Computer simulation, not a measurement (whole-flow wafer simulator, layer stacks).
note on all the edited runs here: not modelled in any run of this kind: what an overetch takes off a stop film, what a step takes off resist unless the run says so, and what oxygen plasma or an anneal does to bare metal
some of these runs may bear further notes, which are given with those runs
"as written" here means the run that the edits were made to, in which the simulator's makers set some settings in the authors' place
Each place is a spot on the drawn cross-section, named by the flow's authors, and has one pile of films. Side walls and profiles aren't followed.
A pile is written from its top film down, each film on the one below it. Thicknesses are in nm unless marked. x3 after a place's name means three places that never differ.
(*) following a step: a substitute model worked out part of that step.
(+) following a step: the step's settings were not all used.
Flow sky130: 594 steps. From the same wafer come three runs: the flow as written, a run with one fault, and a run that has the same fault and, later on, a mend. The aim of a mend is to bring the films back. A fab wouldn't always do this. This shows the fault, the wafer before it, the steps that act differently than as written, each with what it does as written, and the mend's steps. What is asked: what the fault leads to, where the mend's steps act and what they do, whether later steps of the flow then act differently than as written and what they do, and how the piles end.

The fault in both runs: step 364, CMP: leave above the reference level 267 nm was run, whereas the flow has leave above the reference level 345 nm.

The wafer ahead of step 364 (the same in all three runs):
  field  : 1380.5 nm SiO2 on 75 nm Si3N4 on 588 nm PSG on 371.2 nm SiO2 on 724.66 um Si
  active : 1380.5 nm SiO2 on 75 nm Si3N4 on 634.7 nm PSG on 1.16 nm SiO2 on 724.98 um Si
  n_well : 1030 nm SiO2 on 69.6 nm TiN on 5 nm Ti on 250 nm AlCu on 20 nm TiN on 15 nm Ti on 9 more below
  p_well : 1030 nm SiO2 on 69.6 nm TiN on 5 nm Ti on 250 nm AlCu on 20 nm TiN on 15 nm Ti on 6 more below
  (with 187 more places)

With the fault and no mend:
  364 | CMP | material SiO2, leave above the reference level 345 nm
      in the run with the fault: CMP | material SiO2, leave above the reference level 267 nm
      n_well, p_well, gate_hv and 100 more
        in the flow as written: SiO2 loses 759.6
        in the run with the fault: SiO2 loses 837.6
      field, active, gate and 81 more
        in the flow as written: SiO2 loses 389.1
        in the run with the fault: SiO2 loses 467.1
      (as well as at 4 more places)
  Steps further on in the flow that do not act as written (7 other steps are not shown; they differ only slightly, by no more than 2% or 0.5 nm, whichever is larger):
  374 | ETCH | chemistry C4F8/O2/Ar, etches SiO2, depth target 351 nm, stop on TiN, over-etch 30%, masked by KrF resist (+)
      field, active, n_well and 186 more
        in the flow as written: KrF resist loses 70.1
        in the run with the fault: KrF resist loses 49.9
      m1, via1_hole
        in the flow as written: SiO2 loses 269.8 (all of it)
        in the run with the fault: SiO2 loses 191.8 (all of it)
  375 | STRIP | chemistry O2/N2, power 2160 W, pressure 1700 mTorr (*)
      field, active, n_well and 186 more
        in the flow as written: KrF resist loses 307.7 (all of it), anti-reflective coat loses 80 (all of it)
        in the run with the fault: KrF resist loses 328 (all of it), anti-reflective coat loses 80 (all of it)
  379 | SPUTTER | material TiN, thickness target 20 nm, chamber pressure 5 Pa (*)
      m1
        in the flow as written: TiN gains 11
        in the run with the fault: TiN gains 12.5
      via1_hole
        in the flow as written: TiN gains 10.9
        in the run with the fault: TiN gains 12.5
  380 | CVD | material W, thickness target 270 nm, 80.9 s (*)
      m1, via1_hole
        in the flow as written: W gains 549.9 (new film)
        in the run with the fault: W gains 470.3 (new film)
  The piles end different from the flow's at n_well, p_well, gate_hv and 120 more by more than 2% or 0.5 nm, whichever is larger.
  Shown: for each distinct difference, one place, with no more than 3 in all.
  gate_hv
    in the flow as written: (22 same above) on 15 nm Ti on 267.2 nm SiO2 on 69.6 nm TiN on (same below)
    in the run with the fault: (22 same above) on 15 nm Ti on 189.2 nm SiO2 on 69.6 nm TiN on (same below)
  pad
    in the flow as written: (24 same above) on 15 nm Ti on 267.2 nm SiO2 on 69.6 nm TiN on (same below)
    in the run with the fault: (24 same above) on 15 nm Ti on 189.2 nm SiO2 on 69.6 nm TiN on (same below)
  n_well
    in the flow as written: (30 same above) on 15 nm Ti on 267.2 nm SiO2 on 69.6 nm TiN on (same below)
    in the run with the fault: (30 same above) on 15 nm Ti on 189.2 nm SiO2 on 69.6 nm TiN on (same below)

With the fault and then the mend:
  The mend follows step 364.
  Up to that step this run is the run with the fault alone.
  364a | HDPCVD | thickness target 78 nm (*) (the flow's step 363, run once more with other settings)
      field, active, n_well and 188 more
        SiO2 gains 78
  Every later step of the flow that is run acts as written, at every place that is followed, to within 2% or 0.5 nm, whichever is larger.
  At every place that both follow, the piles at the end match the flow's.
